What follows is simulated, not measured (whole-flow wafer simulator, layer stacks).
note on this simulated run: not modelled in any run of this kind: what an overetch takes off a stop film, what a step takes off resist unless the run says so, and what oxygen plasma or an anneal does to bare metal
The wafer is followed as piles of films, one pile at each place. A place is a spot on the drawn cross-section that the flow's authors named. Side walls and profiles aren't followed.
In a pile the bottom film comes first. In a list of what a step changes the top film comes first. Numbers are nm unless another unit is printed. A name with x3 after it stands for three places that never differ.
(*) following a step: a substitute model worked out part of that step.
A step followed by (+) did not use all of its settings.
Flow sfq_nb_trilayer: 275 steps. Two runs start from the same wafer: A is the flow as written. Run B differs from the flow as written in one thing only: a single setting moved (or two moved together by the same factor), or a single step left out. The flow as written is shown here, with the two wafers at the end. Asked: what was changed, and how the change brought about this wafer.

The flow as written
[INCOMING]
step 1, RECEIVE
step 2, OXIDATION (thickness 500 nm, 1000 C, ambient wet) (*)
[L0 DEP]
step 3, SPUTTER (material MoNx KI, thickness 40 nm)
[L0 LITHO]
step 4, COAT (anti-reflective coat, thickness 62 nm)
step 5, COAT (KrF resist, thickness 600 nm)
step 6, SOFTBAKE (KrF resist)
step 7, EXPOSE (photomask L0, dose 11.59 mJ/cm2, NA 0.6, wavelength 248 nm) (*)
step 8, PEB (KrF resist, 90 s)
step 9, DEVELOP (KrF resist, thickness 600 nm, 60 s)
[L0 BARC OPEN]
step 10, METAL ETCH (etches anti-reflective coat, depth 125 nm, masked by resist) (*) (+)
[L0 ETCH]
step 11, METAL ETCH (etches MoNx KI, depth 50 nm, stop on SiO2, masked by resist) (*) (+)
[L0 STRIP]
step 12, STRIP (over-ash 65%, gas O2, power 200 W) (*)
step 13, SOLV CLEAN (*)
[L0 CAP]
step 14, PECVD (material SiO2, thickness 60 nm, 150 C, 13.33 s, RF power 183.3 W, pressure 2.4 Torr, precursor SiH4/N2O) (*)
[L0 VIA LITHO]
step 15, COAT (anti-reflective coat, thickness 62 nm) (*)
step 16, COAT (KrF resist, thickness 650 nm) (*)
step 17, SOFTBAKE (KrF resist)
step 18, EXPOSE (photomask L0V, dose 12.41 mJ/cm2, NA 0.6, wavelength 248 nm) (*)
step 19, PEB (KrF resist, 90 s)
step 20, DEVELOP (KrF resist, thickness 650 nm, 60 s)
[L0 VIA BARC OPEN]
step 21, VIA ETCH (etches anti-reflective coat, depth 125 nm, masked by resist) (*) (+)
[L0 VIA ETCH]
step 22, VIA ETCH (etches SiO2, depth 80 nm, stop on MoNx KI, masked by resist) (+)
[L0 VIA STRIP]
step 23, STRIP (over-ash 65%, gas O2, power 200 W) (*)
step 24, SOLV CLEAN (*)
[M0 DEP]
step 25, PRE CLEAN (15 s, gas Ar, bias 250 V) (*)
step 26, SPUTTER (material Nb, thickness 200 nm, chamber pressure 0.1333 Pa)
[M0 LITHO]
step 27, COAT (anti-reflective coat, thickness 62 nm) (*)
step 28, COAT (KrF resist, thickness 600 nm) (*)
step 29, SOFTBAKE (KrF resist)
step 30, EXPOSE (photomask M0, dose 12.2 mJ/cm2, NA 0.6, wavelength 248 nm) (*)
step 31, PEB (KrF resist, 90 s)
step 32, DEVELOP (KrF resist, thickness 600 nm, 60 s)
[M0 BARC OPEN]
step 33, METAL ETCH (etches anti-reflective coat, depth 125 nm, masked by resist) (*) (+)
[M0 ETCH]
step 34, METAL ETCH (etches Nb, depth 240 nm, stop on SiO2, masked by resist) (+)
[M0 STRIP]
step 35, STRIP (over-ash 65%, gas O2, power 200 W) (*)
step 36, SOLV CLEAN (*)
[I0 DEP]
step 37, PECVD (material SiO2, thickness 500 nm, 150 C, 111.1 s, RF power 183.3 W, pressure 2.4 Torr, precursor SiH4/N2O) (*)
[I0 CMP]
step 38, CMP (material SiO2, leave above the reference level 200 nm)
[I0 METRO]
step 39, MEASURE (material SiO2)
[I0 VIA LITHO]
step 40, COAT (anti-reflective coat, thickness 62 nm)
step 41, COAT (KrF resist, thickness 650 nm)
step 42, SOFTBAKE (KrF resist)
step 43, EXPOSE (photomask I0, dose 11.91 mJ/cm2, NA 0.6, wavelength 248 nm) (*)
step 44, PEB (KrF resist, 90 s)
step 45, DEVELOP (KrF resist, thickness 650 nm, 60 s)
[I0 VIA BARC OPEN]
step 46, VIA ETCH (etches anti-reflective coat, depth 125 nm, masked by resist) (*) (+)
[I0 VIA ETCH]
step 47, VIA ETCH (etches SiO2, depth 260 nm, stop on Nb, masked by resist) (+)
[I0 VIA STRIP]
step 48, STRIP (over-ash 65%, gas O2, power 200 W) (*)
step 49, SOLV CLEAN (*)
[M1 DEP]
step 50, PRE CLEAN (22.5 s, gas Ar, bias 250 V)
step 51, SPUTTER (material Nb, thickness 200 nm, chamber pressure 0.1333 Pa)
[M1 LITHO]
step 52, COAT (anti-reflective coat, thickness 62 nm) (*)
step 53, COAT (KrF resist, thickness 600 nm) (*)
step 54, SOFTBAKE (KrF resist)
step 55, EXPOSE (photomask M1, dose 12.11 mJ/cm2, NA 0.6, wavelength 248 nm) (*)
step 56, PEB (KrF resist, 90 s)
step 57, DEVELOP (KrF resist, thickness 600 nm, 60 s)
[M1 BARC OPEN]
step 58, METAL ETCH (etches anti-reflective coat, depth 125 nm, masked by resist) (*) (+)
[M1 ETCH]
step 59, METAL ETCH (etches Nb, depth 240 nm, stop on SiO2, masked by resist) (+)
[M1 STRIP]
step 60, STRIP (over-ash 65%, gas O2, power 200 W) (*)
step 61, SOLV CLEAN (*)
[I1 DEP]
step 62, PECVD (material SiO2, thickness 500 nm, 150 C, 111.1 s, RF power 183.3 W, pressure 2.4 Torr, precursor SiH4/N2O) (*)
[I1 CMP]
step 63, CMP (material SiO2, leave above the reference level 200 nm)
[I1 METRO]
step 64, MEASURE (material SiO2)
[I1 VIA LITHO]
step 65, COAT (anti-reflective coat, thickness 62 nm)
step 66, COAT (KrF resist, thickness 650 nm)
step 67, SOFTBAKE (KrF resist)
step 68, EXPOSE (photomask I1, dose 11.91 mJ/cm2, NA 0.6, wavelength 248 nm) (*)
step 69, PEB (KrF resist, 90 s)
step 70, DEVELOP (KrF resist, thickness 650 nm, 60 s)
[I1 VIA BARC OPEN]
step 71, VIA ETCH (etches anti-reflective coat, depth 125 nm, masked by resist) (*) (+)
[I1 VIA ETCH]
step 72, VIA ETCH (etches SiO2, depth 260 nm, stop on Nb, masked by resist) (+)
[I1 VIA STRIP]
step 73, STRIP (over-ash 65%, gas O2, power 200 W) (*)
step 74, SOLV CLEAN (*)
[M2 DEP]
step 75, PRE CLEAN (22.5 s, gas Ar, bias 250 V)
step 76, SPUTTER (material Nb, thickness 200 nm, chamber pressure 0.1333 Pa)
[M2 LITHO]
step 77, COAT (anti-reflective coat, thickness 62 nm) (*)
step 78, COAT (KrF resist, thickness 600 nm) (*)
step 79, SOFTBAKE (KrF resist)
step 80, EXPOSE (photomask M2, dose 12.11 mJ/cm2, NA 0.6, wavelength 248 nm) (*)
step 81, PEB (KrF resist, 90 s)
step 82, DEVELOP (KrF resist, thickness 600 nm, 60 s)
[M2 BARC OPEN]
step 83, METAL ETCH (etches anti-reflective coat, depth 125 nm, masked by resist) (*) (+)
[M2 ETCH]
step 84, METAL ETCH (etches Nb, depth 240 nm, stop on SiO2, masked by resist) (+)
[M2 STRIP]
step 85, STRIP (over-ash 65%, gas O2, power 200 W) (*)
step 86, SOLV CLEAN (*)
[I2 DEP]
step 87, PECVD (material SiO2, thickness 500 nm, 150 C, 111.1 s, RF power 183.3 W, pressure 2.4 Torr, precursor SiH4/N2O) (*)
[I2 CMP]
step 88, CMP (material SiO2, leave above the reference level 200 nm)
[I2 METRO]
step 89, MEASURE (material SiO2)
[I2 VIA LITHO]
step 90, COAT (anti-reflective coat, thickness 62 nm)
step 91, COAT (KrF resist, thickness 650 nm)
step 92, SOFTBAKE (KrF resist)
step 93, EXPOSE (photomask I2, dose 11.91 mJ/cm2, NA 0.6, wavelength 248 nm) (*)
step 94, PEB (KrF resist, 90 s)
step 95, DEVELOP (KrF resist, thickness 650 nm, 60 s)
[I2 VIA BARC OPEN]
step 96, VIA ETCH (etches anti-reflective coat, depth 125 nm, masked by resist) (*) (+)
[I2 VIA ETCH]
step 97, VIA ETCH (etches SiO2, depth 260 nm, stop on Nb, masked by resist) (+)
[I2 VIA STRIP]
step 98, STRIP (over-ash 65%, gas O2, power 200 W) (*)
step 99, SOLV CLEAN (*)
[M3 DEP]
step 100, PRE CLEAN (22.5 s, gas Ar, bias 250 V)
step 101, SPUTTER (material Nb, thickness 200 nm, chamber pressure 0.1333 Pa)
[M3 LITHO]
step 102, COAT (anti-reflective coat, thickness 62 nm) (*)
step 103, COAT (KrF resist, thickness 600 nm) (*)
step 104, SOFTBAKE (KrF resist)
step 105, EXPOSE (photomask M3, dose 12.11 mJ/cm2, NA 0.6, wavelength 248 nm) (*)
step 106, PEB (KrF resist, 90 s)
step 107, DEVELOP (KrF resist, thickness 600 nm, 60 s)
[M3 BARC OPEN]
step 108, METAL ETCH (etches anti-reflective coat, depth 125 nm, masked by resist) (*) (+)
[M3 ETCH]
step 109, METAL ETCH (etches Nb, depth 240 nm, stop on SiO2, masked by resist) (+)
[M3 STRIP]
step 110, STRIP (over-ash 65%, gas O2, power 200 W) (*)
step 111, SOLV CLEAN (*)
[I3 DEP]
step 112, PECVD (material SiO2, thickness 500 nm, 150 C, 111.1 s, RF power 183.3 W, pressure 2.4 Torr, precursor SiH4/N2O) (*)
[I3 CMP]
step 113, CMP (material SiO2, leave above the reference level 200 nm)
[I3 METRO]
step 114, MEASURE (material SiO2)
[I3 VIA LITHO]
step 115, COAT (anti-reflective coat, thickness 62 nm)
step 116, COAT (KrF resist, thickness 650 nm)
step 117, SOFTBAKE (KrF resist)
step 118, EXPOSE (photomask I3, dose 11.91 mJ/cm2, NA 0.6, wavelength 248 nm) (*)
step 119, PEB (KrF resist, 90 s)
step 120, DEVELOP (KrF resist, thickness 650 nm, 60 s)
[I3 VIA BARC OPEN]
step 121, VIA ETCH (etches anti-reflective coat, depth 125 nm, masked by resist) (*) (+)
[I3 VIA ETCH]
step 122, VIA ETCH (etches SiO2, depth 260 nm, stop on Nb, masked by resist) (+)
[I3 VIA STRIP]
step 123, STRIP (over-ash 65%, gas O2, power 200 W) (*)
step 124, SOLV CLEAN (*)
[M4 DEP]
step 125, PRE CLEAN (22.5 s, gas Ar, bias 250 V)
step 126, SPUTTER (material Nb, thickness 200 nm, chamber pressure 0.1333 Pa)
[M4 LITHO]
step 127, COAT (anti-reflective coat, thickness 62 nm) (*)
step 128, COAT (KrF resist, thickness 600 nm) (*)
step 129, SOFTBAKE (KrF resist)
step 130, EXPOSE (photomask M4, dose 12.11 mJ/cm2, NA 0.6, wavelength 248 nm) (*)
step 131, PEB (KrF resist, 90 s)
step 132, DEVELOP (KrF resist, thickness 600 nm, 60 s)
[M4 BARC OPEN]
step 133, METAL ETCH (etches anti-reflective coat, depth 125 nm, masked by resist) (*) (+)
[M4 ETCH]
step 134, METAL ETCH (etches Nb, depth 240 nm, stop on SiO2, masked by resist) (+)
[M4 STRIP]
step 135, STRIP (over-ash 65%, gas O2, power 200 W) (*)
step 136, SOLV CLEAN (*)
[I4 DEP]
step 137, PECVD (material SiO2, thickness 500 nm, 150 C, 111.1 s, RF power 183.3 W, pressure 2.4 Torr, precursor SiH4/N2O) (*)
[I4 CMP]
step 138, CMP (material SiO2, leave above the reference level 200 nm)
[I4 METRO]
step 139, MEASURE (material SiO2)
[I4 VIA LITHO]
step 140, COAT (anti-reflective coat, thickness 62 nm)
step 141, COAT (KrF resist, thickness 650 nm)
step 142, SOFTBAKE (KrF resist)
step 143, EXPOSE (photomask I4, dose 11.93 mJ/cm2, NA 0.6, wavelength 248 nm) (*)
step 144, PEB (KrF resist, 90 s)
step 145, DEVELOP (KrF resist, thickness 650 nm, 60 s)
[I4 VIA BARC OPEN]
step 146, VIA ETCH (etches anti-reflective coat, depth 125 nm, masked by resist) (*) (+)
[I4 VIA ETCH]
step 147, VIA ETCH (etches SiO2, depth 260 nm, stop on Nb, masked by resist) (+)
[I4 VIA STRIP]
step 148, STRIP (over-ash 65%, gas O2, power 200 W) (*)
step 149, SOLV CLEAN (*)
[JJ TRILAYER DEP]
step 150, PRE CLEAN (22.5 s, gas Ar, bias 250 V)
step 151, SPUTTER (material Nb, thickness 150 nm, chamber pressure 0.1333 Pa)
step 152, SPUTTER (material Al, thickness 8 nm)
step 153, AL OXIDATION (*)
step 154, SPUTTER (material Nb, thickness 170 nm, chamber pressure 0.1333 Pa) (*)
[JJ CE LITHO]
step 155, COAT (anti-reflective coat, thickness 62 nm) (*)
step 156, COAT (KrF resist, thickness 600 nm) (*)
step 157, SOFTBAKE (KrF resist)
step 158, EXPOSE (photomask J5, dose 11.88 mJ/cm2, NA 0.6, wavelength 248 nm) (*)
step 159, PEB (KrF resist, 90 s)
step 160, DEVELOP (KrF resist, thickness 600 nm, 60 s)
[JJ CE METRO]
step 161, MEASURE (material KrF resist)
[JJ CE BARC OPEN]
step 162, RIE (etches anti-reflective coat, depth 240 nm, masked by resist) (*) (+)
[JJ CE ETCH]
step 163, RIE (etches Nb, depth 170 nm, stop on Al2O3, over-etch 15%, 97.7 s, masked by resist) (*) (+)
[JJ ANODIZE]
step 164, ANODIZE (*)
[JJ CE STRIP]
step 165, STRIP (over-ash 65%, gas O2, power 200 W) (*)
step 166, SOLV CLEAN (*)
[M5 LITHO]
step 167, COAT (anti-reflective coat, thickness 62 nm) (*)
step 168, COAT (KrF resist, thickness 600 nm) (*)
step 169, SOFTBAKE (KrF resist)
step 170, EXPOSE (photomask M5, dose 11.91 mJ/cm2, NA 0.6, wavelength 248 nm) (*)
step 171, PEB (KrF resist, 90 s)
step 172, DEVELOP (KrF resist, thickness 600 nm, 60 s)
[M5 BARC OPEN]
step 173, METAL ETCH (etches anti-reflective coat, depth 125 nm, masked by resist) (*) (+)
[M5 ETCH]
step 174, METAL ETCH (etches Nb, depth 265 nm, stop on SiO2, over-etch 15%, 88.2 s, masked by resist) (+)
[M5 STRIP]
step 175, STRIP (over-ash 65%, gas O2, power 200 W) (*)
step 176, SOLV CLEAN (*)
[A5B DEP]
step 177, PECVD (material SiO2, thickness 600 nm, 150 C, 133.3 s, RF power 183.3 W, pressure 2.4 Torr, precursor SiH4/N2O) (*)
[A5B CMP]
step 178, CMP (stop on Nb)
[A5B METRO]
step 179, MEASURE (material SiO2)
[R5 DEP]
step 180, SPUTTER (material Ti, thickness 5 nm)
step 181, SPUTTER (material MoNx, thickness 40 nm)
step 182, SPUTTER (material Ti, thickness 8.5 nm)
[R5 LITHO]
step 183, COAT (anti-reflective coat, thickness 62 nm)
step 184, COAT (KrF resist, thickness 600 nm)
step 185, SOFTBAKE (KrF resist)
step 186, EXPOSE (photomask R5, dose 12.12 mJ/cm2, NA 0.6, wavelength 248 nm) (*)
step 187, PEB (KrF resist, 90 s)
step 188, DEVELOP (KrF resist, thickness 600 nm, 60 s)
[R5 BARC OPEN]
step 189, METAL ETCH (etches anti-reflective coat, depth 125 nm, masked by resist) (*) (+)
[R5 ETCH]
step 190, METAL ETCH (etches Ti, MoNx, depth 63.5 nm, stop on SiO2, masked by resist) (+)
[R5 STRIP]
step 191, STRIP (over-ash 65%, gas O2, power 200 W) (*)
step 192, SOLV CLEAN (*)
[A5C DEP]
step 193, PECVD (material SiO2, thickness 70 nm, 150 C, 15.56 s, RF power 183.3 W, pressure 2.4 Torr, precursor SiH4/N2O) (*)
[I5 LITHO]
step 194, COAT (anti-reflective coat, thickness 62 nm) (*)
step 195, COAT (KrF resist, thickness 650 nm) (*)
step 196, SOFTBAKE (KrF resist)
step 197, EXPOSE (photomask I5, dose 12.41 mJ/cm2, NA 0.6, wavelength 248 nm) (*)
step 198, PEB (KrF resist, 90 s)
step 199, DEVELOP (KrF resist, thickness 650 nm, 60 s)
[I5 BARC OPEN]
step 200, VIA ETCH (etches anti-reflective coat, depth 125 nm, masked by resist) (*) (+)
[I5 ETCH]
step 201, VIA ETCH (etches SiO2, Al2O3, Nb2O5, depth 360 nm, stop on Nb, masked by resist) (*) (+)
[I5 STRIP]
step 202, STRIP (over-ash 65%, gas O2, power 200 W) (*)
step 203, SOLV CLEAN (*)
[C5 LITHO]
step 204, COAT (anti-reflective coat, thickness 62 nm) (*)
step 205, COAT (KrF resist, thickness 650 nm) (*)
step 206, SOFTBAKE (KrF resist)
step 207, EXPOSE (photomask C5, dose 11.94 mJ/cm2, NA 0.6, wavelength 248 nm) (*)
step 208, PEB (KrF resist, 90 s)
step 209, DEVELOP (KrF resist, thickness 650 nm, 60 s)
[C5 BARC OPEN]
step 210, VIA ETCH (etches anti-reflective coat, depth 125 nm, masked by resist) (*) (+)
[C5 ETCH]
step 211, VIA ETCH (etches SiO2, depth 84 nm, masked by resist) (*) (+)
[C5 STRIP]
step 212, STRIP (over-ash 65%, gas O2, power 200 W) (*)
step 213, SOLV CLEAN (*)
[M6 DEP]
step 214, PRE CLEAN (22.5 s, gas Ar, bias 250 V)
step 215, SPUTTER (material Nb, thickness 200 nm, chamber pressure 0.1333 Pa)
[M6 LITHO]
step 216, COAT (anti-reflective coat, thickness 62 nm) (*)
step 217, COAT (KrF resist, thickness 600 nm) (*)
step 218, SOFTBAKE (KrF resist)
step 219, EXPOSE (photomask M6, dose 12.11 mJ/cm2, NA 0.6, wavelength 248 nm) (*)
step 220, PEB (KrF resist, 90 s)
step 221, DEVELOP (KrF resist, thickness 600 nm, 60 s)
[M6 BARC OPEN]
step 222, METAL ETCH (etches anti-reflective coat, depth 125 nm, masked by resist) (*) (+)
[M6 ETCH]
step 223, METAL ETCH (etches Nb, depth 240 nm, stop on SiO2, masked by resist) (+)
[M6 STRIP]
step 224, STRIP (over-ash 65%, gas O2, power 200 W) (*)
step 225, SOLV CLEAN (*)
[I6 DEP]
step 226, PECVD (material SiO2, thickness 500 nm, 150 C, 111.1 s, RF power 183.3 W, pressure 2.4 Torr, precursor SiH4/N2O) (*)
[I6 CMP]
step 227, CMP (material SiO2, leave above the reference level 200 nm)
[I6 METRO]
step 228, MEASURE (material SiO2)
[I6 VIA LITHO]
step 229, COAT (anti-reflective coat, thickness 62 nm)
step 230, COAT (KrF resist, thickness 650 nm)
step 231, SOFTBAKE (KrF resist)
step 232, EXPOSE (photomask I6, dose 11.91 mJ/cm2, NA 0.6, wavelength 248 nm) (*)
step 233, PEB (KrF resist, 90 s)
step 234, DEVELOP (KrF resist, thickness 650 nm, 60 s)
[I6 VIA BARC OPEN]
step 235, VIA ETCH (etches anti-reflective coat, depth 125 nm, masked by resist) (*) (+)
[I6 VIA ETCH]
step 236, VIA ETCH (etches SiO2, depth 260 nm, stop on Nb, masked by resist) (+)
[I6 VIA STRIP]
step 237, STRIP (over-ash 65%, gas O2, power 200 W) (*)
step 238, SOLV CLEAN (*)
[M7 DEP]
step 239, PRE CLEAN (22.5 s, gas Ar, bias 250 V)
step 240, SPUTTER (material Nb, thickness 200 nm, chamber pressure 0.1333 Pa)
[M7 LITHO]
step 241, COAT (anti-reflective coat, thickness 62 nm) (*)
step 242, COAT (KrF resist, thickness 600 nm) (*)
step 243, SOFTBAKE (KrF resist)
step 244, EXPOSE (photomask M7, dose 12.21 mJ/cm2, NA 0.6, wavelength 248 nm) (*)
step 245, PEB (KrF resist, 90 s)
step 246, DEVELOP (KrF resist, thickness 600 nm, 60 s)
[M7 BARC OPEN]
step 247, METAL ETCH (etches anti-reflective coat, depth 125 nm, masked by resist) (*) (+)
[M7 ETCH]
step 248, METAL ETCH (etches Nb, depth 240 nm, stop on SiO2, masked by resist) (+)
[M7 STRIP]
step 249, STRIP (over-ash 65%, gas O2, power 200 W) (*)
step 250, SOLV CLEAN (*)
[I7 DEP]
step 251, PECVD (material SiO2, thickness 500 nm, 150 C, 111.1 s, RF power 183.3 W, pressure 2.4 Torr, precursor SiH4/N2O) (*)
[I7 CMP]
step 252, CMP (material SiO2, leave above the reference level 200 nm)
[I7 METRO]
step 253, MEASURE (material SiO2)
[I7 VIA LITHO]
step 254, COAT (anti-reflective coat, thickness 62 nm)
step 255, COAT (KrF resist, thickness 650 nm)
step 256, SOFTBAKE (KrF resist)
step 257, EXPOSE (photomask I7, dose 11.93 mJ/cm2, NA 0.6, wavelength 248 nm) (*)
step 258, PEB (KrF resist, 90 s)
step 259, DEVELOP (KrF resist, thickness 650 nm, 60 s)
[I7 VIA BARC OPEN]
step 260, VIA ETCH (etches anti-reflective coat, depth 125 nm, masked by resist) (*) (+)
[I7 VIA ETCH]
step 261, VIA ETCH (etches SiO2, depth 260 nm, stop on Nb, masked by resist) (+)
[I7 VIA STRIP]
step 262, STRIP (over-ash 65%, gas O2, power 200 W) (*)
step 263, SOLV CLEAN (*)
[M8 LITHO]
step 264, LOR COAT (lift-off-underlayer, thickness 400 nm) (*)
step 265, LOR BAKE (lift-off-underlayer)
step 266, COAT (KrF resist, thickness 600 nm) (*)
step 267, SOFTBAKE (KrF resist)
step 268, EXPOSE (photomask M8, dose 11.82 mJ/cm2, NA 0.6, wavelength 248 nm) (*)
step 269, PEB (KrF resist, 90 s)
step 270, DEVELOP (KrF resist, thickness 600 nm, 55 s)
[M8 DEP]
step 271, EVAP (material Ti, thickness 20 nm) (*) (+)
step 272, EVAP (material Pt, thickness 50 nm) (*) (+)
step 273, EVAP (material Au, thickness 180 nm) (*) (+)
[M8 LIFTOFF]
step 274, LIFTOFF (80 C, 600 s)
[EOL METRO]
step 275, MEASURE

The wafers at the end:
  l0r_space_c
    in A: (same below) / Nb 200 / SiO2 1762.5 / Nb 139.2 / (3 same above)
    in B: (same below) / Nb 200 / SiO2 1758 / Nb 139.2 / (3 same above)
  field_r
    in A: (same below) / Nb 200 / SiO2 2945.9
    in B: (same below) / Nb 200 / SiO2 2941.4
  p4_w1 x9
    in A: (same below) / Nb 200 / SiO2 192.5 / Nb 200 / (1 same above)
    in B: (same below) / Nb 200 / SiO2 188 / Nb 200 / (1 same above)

The reason: step 125, PRE CLEAN: 36 s was run, whereas the flow has 22.5 s.

Step by step, how the change led to this:
  step 125, PRE CLEAN (22.5 s, gas Ar, bias 250 V)
      field_l, v_sur, via_wl and 102 more: A SiO2 loses 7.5 | B SiO2 loses 12
      via_v: A Nb loses 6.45 | B Nb loses 10.8
